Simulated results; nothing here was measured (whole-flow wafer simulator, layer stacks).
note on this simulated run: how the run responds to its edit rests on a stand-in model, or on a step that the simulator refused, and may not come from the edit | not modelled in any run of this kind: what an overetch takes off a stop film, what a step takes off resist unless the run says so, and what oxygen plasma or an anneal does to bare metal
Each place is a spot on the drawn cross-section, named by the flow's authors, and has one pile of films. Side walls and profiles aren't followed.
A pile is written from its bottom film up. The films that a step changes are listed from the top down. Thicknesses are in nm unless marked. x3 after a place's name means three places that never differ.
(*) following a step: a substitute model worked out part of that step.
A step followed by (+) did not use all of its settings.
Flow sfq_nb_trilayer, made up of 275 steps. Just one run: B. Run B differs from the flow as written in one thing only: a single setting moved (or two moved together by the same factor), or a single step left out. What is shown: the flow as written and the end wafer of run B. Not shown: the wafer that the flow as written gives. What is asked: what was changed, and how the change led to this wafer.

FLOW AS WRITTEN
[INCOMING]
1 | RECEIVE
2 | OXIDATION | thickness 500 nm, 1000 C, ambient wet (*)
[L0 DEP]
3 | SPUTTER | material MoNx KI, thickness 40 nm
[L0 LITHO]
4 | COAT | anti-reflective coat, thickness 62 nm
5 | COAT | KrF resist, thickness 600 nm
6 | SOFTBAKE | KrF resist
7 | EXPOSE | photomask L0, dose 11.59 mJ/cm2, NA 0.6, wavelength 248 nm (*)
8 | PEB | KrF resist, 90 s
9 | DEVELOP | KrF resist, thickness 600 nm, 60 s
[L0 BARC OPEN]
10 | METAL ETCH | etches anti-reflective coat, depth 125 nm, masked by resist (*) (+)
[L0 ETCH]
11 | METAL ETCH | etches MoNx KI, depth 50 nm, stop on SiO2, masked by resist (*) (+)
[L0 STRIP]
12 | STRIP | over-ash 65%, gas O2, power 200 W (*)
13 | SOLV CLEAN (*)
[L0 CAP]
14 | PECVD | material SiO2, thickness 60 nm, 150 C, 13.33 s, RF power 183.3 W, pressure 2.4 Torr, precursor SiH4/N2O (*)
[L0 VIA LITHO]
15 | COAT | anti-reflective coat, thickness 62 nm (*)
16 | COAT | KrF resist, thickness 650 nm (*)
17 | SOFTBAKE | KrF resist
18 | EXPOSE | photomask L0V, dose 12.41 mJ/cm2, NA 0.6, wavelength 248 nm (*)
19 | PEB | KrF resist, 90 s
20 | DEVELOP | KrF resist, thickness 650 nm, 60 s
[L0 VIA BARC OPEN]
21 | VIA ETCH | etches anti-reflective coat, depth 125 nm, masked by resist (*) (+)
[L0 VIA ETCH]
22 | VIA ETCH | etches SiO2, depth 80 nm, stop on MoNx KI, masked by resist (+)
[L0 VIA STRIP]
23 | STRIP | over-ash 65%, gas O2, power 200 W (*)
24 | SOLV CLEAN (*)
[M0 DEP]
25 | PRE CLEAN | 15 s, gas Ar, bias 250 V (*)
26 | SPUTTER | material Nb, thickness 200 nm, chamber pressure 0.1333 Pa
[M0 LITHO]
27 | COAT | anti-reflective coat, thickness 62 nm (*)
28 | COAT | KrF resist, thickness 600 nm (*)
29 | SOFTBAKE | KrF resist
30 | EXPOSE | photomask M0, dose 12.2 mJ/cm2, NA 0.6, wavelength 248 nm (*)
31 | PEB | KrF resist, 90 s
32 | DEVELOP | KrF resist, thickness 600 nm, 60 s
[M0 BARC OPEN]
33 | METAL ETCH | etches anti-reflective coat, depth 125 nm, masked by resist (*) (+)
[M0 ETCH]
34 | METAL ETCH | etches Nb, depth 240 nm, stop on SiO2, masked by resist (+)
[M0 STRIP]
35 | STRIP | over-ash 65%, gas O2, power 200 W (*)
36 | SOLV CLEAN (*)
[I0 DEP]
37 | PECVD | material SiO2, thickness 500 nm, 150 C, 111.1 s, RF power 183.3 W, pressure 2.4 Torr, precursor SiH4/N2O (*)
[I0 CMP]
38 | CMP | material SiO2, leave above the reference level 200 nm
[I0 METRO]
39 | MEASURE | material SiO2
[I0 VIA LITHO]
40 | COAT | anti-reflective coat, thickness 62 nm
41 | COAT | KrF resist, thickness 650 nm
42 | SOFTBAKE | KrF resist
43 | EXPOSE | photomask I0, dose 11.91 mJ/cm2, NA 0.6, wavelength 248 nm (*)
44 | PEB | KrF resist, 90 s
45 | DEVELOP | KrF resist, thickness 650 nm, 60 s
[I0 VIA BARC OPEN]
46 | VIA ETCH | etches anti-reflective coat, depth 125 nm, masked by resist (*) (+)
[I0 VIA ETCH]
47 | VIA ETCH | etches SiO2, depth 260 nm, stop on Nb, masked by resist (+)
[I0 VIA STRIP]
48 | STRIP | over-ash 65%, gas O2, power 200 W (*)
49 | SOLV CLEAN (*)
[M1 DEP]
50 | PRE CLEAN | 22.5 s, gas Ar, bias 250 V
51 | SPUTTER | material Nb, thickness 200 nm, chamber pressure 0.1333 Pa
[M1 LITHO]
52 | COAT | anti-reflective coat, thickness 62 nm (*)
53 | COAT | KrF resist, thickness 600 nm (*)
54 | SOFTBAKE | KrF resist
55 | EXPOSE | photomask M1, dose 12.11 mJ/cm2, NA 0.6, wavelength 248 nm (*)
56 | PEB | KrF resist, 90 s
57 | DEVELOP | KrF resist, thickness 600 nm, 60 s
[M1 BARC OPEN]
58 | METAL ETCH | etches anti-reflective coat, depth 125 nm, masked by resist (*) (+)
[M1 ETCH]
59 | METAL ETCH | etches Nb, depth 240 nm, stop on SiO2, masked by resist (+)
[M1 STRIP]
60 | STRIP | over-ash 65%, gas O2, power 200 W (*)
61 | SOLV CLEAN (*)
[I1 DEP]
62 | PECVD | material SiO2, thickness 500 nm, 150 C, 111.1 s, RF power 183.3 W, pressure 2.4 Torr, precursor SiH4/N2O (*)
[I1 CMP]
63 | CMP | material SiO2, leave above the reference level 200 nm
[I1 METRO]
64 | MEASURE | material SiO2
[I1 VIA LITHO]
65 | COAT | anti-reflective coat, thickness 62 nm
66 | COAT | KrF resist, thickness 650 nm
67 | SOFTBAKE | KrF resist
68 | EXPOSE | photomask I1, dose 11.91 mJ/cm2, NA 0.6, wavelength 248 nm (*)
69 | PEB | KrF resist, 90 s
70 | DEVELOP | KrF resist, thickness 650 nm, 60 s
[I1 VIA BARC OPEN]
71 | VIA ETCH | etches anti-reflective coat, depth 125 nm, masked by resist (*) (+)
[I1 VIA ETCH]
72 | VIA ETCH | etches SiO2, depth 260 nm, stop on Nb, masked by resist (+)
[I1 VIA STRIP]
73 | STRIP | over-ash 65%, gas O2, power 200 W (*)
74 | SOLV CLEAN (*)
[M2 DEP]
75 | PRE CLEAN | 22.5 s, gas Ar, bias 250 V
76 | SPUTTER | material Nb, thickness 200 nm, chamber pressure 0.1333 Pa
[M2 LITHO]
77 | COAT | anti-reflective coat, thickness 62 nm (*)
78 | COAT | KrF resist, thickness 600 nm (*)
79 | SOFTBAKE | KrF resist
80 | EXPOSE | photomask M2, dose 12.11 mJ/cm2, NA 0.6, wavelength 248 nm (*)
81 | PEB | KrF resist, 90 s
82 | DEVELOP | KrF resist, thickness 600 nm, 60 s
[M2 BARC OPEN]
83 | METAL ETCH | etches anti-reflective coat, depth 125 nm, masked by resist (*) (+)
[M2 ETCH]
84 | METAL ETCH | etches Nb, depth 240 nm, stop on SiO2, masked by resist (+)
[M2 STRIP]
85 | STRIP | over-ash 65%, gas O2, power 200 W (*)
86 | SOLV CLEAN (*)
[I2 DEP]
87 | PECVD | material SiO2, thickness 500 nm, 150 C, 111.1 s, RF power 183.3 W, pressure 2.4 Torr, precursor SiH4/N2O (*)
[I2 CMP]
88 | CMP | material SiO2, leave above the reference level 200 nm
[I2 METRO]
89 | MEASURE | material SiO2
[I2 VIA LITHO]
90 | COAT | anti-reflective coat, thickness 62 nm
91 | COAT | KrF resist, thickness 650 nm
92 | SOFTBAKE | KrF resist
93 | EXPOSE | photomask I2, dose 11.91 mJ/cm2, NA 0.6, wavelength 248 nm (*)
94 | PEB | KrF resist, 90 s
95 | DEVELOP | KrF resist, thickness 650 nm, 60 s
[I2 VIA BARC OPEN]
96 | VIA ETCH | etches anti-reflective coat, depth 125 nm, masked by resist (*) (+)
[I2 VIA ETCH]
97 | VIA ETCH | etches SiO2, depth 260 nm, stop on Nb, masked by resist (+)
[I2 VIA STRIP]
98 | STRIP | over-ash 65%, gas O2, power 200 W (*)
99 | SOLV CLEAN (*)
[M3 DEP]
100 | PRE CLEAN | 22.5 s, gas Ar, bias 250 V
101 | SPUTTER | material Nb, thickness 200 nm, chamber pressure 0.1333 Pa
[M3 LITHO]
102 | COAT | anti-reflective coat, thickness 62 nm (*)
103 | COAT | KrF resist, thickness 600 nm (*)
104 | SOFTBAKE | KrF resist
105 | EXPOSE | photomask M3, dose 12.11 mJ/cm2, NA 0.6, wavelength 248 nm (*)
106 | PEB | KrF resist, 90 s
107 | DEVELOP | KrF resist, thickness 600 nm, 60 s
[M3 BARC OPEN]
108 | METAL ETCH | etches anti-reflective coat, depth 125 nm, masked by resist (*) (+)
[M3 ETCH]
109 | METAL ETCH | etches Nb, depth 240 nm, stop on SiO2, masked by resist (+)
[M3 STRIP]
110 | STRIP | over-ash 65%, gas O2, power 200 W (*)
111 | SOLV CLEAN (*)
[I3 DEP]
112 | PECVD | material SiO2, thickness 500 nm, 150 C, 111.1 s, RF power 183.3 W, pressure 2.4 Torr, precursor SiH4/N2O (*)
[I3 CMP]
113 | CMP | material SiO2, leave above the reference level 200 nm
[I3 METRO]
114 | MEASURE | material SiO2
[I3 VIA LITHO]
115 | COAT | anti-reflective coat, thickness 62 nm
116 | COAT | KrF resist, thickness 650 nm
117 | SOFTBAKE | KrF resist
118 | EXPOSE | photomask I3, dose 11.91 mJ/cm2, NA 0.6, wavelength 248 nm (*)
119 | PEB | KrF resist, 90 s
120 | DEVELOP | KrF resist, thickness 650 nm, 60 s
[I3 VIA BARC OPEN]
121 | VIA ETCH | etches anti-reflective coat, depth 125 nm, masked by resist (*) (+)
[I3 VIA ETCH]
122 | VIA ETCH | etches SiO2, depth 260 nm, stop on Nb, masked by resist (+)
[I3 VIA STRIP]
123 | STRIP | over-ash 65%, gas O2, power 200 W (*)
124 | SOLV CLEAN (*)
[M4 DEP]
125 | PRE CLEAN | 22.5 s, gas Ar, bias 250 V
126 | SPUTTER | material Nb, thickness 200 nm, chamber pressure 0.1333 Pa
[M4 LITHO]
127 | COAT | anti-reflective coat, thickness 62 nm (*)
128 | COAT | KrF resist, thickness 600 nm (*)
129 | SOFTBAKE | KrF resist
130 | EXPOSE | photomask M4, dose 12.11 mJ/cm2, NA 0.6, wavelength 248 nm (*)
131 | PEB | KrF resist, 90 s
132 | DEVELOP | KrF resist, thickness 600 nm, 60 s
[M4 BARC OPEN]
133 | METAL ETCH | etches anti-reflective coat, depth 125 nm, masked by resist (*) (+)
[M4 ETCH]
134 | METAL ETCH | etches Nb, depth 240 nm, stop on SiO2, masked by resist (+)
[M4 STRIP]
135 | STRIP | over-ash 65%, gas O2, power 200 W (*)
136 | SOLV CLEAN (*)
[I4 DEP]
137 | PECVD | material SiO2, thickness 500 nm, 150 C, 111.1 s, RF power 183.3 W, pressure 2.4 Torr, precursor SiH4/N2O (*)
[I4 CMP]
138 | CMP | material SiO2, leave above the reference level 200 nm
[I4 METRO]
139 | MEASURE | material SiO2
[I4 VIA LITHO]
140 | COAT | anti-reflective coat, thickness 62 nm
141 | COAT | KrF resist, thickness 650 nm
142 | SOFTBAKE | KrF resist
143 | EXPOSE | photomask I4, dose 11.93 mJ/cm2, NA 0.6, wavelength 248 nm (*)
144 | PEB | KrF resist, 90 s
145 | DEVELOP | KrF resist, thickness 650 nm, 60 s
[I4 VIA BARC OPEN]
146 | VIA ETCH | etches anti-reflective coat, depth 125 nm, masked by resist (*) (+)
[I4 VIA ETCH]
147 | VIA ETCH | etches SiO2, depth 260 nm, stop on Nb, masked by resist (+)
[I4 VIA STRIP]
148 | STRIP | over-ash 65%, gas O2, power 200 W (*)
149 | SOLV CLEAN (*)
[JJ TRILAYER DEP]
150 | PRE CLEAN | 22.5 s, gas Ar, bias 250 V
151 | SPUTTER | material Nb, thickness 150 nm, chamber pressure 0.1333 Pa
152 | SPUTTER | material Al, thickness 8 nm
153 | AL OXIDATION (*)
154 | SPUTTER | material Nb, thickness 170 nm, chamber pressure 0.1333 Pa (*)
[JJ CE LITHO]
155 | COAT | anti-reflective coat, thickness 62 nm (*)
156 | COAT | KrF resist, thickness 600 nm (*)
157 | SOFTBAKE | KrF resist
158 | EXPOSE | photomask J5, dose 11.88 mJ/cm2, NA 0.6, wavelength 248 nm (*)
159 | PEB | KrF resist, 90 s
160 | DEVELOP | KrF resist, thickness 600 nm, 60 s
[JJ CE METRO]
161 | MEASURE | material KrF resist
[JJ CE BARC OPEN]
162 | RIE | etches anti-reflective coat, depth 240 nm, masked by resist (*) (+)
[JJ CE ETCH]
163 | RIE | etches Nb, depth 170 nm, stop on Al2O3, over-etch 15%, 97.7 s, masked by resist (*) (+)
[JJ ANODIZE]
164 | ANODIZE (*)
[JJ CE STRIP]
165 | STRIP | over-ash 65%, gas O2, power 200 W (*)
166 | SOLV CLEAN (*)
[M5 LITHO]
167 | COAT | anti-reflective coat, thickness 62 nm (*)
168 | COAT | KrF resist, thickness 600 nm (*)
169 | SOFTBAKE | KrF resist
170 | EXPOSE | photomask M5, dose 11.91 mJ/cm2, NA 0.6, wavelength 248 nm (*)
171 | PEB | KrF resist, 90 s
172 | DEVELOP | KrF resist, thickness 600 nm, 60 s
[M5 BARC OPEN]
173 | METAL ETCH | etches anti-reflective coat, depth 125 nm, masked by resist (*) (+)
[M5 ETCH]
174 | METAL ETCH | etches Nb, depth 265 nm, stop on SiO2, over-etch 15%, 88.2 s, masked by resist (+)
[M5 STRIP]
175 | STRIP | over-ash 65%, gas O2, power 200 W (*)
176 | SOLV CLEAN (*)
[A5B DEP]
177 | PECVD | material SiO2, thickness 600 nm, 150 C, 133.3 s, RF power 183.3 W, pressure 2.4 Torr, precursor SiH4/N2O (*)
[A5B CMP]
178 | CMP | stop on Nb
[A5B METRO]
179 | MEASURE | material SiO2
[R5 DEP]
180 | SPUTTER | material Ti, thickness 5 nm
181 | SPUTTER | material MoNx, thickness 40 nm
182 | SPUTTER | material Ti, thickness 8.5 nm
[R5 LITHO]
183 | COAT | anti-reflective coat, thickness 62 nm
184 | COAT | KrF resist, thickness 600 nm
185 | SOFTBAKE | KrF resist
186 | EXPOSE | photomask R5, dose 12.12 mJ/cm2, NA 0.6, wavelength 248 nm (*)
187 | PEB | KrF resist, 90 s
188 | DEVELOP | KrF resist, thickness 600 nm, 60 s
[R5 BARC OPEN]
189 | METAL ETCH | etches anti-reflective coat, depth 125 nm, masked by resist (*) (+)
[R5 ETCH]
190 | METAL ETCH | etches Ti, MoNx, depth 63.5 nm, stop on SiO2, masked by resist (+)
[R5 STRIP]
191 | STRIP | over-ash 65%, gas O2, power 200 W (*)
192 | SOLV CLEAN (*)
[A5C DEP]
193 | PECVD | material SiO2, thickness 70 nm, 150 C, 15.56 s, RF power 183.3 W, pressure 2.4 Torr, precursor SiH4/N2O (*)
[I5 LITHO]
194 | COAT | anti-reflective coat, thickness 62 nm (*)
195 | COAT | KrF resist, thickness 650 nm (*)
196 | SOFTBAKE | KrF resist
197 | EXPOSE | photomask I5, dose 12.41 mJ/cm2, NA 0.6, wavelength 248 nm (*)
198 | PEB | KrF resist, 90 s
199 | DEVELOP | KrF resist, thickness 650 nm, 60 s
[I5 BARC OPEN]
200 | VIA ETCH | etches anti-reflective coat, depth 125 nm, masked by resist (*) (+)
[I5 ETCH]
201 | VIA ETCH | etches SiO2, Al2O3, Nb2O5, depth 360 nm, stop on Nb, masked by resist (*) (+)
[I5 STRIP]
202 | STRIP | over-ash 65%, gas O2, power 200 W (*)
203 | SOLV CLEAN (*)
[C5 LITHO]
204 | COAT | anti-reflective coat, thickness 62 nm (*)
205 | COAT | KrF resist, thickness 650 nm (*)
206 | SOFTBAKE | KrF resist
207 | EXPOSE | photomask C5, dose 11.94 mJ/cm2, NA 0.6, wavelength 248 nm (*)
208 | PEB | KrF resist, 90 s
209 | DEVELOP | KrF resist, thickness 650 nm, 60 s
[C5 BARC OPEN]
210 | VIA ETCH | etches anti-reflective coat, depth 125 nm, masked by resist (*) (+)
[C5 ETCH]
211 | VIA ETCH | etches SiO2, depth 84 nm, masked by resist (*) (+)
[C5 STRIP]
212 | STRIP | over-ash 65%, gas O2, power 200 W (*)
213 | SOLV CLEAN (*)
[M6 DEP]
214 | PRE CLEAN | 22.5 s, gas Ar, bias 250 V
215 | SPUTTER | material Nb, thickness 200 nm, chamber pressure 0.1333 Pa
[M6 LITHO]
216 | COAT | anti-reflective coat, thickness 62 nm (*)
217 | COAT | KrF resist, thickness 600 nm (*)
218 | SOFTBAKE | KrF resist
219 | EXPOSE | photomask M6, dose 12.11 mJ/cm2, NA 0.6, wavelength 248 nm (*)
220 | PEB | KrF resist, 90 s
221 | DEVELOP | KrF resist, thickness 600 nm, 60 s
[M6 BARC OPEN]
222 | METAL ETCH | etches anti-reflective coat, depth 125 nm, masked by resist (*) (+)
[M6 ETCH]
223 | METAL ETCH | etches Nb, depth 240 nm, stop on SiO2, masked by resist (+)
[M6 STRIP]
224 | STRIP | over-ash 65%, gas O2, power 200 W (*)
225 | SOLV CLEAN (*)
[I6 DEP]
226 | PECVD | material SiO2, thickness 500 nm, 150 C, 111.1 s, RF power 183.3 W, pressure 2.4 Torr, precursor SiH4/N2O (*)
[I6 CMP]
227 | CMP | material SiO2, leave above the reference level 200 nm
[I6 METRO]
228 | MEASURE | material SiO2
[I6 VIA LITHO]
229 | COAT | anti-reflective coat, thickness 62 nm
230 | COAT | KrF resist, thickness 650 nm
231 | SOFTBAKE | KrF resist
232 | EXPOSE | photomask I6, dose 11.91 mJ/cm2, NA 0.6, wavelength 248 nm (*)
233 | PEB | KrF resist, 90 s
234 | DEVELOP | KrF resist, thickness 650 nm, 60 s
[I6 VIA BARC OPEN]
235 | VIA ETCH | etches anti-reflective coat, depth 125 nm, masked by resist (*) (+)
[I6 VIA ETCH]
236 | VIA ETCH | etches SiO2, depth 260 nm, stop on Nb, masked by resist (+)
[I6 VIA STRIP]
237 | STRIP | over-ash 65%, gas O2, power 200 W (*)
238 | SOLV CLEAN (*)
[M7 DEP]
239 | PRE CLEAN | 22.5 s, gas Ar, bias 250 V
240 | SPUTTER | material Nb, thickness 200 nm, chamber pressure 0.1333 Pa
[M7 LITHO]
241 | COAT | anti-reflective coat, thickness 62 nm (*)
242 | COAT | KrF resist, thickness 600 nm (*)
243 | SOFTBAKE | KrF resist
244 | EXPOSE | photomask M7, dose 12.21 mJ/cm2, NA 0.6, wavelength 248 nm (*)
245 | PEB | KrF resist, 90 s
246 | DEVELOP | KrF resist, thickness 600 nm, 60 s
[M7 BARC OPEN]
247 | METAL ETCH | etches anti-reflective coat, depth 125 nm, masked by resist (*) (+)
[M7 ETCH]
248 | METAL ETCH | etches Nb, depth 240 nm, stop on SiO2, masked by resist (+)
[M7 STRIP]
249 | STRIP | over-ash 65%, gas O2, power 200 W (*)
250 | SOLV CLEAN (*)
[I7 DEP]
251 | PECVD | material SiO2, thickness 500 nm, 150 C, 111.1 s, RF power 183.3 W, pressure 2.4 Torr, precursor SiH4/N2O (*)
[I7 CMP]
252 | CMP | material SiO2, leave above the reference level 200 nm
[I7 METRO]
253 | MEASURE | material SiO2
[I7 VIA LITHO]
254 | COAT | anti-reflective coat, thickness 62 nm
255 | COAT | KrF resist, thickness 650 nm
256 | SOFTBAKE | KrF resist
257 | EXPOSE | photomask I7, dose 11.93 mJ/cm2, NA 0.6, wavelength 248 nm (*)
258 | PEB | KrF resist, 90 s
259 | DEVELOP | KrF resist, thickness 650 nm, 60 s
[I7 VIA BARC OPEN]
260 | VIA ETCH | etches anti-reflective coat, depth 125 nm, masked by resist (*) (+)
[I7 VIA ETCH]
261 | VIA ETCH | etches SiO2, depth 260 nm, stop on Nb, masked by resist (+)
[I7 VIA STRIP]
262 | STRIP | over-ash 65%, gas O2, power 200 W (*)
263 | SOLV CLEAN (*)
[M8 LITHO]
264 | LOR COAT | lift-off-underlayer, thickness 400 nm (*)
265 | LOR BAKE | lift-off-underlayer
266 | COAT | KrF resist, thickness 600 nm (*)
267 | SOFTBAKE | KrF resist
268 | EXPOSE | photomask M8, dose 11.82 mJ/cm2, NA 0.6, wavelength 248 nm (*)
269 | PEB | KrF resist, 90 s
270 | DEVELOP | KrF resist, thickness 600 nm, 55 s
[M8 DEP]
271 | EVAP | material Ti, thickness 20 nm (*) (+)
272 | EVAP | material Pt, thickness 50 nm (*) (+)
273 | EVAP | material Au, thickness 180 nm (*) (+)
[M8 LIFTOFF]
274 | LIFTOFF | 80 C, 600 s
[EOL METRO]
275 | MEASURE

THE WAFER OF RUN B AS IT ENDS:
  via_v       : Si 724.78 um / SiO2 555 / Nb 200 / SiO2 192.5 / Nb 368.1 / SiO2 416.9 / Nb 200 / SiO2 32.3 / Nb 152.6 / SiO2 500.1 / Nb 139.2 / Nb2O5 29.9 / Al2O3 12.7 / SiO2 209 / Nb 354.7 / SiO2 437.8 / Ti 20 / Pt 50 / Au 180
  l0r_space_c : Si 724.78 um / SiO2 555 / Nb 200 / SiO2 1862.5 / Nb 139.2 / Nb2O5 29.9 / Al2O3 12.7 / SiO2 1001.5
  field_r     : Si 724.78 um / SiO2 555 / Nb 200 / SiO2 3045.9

The reason: step 113, CMP: leave above the reference level 300 nm was run, though the flow has leave above the reference level 200 nm.

Step by step, how the change led to this:
  113 | CMP | material SiO2, leave above the reference level 200 nm
      field_l, be, be_sur and 64 more: nothing (as written it would have been: SiO2 loses 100)
      v_sur, via_wl, via_wr and 27 more: SiO2 loses 200 (as written it would have been: SiO2 loses 300)
      (and at 9 other places as well)
  122 | VIA ETCH | etches SiO2, depth 260 nm, stop on Nb, masked by resist (+)
      via_v: SiO2 loses 260 (as written it would have been: SiO2 loses 199.8 (all of it))
  125 | PRE CLEAN | 22.5 s, gas Ar, bias 250 V
      via_v: SiO2 loses 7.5 (as written it would have been: Nb loses 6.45)
  126 | SPUTTER | material Nb, thickness 200 nm, chamber pressure 0.1333 Pa
      via_v: Nb gains 152.6 (new film) (as written it would have been: Nb gains 165.5)
  127 | COAT | anti-reflective coat, thickness 62 nm (*)
      via_sp: anti-reflective coat gains 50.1 (new film) (as written it would have been: anti-reflective coat gains 53 (new film))
      via_v: anti-reflective coat gains 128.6 (new film) (as written it would have been: anti-reflective coat gains 124.8 (new film))
      (and at 1 other place as well)
  128 | COAT | KrF resist, thickness 600 nm (*)
      via_v: KrF resist gains 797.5 (new film) (as written it would have been: KrF resist gains 739.8 (new film))
  135 | STRIP | over-ash 65%, gas O2, power 200 W (*)
      via_sp: KrF resist loses 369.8 (all of it), anti-reflective coat loses 50.1 (all of it) (as written it would have been: KrF resist loses 373.9 (all of it), anti-reflective coat loses 53 (all of it))
      via_v: KrF resist loses 579.3 (all of it), anti-reflective coat loses 128.6 (all of it) (as written it would have been: KrF resist loses 521.8 (all of it), anti-reflective coat loses 124.8 (all of it))
      (and at 1 other place as well)
  137 | PECVD | material SiO2, thickness 500 nm, 150 C, 111.1 s, RF power 183.3 W, pressure 2.4 Torr, precursor SiH4/N2O (*)
      via_v: SiO2 gains 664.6 (new film) (as written it would have been: SiO2 gains 615 (new film))
  138 | CMP | material SiO2, leave above the reference level 200 nm
      via_v: SiO2 loses 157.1 (as written it would have been: SiO2 loses 181.6)
If metal films that touch count as one body, via_v has 7 bodies (between them, from the top down: SiO2 437.8; SiO2 209 / Al2O3 12.7 / Nb2O5 29.9; SiO2 500.1; SiO2 32.3; SiO2 416.9; SiO2 192.5); the flow as written gives 6 bodies (between them, from the top down: SiO2 437.8; SiO2 209 / Al2O3 12.7 / Nb2O5 29.9; SiO2 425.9; SiO2 416.9; SiO2 192.5).
